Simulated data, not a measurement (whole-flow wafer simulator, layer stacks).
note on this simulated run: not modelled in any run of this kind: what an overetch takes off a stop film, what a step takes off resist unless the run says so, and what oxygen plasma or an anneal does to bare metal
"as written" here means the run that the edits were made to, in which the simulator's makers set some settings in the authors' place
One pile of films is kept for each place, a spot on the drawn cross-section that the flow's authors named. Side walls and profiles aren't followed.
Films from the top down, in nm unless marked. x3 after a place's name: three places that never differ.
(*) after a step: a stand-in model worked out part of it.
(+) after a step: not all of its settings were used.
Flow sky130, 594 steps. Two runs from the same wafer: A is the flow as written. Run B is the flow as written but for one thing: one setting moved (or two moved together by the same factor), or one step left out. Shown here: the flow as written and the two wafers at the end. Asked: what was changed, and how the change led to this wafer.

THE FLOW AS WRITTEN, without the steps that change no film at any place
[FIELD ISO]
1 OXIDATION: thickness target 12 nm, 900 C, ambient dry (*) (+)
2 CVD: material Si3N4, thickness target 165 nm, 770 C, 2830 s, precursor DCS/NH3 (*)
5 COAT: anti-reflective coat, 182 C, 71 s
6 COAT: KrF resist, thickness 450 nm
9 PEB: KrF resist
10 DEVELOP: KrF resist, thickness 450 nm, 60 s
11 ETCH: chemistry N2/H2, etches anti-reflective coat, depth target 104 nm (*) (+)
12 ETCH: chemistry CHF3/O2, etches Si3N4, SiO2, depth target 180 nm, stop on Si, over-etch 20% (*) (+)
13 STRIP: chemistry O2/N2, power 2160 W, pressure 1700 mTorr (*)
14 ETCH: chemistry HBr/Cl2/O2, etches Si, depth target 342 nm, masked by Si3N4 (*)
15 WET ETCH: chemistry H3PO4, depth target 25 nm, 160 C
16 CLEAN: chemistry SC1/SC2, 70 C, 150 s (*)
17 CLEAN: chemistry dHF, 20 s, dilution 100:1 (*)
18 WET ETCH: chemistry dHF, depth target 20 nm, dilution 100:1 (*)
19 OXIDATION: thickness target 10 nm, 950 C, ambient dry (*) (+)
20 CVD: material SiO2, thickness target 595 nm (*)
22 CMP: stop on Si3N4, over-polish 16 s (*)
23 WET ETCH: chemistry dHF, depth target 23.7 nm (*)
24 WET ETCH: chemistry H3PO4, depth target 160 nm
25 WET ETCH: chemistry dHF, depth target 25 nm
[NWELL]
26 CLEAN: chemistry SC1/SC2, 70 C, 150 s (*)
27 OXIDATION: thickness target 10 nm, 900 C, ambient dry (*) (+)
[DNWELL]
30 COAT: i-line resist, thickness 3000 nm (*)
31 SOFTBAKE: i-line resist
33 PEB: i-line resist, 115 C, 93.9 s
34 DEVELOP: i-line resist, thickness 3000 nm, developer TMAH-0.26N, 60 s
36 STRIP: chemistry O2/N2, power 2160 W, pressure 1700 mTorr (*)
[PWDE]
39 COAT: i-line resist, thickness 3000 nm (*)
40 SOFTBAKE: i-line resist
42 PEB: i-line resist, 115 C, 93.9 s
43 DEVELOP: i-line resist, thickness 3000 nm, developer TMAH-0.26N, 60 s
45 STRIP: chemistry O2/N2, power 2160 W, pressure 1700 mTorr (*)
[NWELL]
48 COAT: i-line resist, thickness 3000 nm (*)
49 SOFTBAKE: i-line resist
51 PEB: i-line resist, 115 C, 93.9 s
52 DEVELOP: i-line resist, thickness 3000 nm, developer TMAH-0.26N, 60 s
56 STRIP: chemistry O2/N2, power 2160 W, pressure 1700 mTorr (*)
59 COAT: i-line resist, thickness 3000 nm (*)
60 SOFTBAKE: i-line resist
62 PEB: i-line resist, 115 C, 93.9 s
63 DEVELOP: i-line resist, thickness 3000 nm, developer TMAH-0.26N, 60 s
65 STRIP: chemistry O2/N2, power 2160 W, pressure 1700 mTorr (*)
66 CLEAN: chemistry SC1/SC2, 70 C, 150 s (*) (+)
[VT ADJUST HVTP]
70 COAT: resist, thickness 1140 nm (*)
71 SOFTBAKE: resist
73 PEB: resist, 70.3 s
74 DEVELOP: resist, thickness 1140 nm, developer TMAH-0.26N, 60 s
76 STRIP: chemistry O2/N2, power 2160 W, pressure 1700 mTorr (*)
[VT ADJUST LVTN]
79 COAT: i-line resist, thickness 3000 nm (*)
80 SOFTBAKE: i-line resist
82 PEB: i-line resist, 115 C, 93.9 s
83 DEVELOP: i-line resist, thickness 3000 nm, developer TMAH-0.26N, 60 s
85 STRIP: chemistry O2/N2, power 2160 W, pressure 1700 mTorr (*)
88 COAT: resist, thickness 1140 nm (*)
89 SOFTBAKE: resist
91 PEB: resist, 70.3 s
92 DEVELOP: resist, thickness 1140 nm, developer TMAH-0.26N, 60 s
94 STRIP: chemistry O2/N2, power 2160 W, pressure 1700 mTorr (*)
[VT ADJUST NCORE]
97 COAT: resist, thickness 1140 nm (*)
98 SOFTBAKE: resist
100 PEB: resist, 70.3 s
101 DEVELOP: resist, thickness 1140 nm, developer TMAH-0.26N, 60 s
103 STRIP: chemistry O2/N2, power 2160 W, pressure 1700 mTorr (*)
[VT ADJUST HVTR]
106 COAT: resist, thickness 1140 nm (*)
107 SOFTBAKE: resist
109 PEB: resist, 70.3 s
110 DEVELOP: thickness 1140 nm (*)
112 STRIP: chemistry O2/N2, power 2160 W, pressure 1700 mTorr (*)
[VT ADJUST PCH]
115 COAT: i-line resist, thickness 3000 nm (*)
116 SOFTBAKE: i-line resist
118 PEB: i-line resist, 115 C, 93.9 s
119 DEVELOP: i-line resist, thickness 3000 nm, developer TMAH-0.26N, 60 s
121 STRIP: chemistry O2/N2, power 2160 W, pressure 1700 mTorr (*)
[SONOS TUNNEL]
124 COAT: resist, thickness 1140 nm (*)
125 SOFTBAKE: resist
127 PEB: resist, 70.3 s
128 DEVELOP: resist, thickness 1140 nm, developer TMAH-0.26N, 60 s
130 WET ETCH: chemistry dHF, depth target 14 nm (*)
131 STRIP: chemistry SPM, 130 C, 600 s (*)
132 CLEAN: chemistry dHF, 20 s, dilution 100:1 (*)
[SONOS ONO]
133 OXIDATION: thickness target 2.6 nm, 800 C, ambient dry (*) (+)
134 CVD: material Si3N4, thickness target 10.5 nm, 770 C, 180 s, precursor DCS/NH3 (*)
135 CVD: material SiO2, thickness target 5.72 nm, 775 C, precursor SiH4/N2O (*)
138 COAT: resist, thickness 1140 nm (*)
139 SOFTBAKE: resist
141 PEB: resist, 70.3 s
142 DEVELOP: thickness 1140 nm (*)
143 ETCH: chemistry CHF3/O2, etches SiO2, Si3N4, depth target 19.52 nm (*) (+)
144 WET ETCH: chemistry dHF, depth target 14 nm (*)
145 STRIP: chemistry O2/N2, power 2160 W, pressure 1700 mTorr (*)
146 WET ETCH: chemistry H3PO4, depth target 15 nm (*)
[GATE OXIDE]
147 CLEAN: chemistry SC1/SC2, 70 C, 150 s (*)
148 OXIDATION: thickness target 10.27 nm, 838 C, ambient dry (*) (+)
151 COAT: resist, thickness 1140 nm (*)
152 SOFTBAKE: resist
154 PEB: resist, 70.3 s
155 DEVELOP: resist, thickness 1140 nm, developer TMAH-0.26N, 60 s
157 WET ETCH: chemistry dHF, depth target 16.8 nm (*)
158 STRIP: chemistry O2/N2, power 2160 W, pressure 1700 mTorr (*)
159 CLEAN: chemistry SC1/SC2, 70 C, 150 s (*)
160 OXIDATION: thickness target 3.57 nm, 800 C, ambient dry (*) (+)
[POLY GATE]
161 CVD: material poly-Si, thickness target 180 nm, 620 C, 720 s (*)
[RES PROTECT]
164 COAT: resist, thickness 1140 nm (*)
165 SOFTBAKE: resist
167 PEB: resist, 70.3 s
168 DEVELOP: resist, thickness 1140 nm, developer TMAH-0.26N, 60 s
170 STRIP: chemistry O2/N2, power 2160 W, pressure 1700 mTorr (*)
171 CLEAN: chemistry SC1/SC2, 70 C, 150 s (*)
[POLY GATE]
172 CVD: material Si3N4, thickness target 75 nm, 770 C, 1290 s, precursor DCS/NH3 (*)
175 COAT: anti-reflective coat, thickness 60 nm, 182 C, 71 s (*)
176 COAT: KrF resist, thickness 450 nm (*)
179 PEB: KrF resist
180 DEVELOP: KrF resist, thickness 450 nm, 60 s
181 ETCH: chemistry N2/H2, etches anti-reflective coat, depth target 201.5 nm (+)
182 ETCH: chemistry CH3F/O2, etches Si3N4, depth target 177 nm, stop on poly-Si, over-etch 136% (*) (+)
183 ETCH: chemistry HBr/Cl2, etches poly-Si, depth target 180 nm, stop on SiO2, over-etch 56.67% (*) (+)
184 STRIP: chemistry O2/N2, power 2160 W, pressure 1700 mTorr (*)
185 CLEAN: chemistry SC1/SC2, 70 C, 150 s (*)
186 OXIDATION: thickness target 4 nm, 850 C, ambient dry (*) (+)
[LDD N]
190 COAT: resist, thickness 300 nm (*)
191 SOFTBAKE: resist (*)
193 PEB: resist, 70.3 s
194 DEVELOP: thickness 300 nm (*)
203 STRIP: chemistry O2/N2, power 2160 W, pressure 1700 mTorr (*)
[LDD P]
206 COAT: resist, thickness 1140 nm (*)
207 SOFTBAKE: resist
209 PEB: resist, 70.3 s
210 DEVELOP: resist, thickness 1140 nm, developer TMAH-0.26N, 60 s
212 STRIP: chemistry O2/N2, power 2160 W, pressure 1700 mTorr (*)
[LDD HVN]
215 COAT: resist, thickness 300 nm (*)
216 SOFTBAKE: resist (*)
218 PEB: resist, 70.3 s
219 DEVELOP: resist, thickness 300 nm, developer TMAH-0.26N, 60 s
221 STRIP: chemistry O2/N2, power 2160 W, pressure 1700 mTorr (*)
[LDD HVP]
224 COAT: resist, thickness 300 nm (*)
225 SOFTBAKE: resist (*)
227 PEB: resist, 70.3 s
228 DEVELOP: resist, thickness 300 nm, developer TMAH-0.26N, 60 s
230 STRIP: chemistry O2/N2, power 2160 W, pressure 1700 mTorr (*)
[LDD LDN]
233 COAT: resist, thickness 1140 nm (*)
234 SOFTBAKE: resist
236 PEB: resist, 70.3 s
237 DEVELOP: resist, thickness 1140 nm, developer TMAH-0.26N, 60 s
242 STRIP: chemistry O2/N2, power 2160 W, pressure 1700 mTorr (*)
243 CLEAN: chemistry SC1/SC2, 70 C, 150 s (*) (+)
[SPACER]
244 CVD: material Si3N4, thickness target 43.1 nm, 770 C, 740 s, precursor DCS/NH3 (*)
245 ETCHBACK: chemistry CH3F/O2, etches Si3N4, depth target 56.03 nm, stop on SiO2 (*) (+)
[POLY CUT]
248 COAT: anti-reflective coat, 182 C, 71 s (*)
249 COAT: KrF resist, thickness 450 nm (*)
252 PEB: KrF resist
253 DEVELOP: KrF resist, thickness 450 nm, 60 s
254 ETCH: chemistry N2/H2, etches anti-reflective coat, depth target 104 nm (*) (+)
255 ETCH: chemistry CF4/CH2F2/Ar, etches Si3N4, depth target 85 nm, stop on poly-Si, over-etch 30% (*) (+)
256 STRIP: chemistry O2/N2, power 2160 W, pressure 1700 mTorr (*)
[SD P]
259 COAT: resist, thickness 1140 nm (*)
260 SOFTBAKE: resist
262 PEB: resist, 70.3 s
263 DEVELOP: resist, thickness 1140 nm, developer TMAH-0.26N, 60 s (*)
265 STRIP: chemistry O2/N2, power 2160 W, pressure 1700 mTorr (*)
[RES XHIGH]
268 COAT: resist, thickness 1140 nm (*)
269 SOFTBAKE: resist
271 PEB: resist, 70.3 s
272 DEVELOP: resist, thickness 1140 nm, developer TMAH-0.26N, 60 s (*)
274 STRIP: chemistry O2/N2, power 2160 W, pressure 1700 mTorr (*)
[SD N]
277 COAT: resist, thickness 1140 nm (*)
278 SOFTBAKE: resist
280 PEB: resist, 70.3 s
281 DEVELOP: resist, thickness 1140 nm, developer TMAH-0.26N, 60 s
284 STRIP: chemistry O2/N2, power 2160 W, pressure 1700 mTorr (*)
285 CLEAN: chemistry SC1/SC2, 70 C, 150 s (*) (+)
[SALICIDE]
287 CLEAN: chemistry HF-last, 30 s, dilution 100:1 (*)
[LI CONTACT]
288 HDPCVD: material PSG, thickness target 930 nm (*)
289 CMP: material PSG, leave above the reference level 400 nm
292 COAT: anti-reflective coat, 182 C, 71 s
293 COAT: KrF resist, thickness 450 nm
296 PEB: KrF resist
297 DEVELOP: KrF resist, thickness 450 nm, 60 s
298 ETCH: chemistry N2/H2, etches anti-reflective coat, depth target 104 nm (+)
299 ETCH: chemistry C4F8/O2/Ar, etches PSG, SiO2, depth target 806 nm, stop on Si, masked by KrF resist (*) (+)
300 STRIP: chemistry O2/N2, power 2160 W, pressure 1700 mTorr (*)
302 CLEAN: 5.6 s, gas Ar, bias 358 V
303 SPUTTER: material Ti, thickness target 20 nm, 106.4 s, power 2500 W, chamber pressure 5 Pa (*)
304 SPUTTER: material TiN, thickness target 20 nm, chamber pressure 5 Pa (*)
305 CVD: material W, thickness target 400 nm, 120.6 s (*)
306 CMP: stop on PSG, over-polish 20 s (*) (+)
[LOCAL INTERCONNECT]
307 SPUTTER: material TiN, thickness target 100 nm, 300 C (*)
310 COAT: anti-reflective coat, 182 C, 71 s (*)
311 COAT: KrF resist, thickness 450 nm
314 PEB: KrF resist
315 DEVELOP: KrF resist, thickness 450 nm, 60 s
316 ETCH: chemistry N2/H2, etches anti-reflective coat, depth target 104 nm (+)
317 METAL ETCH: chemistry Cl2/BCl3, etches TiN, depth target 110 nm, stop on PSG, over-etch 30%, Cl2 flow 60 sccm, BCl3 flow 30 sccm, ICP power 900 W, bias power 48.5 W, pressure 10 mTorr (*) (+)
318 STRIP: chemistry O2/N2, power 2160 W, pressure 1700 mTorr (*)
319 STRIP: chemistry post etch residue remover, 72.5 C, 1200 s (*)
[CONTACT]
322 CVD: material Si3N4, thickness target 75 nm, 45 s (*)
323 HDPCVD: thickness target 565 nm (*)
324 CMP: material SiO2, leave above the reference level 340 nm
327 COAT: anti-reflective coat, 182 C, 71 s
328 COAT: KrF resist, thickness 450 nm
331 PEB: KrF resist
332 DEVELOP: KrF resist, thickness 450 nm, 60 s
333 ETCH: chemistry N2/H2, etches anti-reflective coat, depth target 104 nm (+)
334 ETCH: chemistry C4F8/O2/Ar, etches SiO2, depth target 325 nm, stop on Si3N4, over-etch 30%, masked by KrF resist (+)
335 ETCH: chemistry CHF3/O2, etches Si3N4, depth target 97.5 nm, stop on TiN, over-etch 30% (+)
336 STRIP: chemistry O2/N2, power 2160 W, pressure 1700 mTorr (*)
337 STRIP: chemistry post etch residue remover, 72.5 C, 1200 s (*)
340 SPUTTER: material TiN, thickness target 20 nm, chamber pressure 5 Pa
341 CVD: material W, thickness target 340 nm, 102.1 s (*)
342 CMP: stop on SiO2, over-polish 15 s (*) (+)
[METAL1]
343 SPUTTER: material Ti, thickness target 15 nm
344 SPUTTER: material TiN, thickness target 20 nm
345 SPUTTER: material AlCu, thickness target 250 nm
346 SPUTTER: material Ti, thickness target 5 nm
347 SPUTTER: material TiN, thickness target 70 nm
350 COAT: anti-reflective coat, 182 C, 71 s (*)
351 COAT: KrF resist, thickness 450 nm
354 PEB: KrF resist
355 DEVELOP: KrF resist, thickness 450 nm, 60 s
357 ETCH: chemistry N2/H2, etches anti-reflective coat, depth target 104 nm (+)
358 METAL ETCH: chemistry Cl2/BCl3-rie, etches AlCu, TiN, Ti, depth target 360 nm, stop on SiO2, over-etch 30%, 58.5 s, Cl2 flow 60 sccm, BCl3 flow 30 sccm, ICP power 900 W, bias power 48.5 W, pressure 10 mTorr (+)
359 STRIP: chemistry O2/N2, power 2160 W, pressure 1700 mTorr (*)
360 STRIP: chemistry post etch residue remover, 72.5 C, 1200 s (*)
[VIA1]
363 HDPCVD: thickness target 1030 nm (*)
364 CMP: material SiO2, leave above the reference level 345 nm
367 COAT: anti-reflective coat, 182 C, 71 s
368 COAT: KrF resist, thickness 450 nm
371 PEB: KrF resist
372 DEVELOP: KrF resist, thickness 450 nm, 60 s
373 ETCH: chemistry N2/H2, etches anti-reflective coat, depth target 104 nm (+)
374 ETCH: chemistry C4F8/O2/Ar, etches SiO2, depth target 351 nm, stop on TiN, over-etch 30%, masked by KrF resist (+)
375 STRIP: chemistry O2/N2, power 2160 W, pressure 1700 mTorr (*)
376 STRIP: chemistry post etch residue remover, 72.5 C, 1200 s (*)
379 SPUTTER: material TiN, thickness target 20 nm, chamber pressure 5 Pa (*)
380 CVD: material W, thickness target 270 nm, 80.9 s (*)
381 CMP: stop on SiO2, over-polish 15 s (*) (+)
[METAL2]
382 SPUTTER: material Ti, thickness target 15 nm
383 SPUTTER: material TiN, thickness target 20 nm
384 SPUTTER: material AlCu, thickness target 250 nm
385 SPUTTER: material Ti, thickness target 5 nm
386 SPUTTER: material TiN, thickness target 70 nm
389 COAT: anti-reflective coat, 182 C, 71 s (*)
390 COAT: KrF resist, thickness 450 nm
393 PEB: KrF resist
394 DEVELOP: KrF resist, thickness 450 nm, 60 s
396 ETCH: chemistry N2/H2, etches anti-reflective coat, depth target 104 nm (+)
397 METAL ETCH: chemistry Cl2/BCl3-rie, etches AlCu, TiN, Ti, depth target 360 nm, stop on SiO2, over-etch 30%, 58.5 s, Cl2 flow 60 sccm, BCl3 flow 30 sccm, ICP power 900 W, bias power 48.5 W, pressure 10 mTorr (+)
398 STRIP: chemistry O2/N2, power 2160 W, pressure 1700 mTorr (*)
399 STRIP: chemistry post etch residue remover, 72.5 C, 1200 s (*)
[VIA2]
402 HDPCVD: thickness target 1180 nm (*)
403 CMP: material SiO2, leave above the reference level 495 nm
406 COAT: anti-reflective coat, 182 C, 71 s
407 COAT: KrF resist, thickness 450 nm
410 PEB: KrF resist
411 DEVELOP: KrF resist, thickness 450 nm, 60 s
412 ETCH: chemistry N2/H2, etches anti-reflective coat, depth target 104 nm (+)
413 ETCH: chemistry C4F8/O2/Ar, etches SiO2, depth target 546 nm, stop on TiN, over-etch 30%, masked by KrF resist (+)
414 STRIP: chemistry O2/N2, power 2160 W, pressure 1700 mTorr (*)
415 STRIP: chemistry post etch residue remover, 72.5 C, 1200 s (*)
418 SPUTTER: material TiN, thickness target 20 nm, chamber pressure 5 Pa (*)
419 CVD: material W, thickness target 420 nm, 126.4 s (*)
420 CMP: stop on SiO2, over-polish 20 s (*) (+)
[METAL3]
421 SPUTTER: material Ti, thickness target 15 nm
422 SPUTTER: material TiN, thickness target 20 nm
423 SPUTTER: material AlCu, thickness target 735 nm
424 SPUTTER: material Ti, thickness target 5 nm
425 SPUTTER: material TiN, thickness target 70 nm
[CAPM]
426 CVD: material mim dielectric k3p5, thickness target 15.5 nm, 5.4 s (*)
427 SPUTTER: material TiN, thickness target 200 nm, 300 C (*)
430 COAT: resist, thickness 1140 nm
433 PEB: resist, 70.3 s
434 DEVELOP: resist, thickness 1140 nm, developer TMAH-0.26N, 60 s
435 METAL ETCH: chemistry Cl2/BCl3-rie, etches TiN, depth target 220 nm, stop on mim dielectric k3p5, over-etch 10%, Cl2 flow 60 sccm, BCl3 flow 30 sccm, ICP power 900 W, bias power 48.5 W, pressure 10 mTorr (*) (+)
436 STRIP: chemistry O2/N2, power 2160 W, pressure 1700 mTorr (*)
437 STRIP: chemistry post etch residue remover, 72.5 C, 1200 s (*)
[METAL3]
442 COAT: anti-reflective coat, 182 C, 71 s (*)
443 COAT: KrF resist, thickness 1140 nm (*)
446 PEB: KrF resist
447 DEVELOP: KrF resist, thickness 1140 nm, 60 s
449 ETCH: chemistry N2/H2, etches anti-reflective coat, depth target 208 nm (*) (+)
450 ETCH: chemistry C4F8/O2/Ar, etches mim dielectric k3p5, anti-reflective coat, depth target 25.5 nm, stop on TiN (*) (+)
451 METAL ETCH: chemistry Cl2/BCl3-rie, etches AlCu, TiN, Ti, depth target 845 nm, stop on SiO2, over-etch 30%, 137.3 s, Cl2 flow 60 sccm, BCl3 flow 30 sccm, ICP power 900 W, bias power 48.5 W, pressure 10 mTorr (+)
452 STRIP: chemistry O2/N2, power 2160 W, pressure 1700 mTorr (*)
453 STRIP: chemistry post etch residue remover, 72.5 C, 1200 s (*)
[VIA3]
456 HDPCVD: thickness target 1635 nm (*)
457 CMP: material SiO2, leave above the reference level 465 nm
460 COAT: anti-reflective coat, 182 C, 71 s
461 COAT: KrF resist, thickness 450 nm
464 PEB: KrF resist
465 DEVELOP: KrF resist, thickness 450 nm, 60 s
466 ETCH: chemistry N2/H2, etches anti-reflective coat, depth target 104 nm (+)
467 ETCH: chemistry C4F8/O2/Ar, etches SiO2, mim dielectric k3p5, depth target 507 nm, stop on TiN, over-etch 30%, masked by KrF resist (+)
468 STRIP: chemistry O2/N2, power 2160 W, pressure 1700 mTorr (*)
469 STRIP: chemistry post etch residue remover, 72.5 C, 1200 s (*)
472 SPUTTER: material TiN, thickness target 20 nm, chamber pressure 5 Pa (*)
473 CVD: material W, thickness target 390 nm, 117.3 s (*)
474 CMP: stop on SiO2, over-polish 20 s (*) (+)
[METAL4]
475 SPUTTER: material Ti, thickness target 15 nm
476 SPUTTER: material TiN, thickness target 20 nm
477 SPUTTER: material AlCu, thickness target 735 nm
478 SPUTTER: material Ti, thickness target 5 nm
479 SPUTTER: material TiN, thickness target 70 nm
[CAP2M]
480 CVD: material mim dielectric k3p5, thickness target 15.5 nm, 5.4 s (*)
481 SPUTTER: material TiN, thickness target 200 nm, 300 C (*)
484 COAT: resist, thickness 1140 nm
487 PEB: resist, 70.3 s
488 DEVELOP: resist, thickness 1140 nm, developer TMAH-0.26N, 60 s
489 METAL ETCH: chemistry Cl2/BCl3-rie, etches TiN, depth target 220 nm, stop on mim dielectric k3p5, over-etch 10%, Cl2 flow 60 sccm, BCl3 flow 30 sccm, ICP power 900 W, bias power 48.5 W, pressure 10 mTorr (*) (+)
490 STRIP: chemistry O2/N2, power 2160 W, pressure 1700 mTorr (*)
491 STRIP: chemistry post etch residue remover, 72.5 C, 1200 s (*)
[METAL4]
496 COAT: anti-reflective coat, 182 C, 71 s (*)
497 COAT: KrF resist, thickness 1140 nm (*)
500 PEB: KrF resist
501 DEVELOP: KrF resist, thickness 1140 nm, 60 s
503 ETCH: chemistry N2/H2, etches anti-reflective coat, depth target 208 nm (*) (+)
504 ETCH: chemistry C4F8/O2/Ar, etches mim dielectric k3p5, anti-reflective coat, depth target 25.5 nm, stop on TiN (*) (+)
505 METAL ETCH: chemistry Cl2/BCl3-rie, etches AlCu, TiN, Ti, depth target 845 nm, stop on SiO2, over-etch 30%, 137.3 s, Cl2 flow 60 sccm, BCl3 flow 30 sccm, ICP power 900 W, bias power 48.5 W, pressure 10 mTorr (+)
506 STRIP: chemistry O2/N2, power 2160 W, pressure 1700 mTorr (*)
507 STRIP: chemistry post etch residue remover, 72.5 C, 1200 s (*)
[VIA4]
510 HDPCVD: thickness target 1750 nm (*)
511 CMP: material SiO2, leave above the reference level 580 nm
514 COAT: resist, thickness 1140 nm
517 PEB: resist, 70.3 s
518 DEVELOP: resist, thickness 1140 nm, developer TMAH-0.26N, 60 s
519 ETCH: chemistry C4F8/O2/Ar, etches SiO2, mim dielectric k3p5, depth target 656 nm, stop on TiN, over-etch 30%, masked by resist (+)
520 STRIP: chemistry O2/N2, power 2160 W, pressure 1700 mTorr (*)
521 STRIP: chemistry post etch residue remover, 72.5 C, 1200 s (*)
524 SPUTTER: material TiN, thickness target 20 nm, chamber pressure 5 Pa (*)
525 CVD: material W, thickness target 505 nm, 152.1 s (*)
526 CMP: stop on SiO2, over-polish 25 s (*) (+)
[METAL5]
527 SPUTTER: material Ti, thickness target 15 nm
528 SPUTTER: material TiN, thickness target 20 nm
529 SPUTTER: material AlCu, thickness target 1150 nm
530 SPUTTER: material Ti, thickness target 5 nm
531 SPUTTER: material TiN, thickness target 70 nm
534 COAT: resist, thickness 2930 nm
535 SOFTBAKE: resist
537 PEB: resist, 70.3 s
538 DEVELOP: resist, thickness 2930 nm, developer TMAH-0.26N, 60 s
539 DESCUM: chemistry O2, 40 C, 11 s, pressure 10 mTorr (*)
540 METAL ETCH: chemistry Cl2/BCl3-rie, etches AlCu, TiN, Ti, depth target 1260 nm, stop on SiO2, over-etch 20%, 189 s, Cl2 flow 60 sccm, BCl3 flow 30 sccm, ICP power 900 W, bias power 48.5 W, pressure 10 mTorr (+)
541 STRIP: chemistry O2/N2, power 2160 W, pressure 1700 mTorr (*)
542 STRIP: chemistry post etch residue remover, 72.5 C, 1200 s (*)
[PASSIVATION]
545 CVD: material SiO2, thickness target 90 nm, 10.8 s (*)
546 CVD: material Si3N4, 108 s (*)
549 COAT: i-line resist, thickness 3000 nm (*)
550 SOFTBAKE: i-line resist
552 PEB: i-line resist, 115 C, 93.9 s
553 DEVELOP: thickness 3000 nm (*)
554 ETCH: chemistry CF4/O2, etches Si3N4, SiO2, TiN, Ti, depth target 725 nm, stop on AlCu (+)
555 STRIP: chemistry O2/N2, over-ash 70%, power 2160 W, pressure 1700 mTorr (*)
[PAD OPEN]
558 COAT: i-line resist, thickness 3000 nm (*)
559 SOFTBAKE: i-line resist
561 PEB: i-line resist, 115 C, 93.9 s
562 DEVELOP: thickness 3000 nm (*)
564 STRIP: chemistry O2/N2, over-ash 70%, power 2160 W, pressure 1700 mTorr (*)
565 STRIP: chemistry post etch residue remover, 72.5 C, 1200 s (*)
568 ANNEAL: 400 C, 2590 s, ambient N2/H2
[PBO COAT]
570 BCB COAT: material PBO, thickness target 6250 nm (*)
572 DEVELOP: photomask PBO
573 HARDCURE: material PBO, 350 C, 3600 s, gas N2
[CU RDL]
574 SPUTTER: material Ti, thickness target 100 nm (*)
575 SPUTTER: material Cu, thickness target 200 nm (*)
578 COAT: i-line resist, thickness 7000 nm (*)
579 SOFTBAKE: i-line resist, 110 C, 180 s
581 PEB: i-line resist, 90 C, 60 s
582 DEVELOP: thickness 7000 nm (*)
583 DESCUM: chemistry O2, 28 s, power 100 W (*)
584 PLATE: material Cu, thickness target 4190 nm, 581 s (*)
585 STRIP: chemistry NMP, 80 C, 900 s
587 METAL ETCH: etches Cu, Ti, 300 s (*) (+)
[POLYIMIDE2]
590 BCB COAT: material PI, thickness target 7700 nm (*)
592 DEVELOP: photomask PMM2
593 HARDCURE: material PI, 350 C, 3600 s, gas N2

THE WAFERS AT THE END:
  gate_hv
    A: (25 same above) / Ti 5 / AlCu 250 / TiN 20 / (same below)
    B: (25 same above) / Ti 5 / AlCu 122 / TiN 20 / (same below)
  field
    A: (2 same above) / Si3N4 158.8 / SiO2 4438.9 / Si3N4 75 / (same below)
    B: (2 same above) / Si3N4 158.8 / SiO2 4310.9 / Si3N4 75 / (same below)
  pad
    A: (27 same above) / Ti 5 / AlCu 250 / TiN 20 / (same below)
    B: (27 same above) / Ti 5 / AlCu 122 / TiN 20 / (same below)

The cause: step 345, SPUTTER: thickness target 122 nm was run, where the flow has thickness target 250 nm.
It can be read off the wafer: gate_hv has AlCu 122, and step 345 as written asks for 250 nm.

How the change led to this, step by step:
  345 SPUTTER: material AlCu, thickness target 250 nm
      field, active, n_well and 188 more: A AlCu +250 (new film) | B AlCu +122 (new film)
  358 METAL ETCH: chemistry Cl2/BCl3-rie, etches AlCu, TiN, Ti, depth target 360 nm, stop on SiO2, over-etch 30%, 58.5 s, Cl2 flow 60 sccm, BCl3 flow 30 sccm, ICP power 900 W, bias power 48.5 W, pressure 10 mTorr (+)
      field, active, gate and 81 more: A TiN -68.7 (all of it), Ti -5 (all of it), AlCu -250 (all of it), TiN -20 (all of it), Ti -15 (all of it), SiO2 -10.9 | B TiN -68.7 (all of it), Ti -5 (all of it), AlCu -122 (all of it), TiN -20 (all of it), Ti -15 (all of it), SiO2 -23.7
  364 CMP: material SiO2, leave above the reference level 345 nm
      field, active, gate and 81 more: A SiO2 -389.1 | B SiO2 -504.3
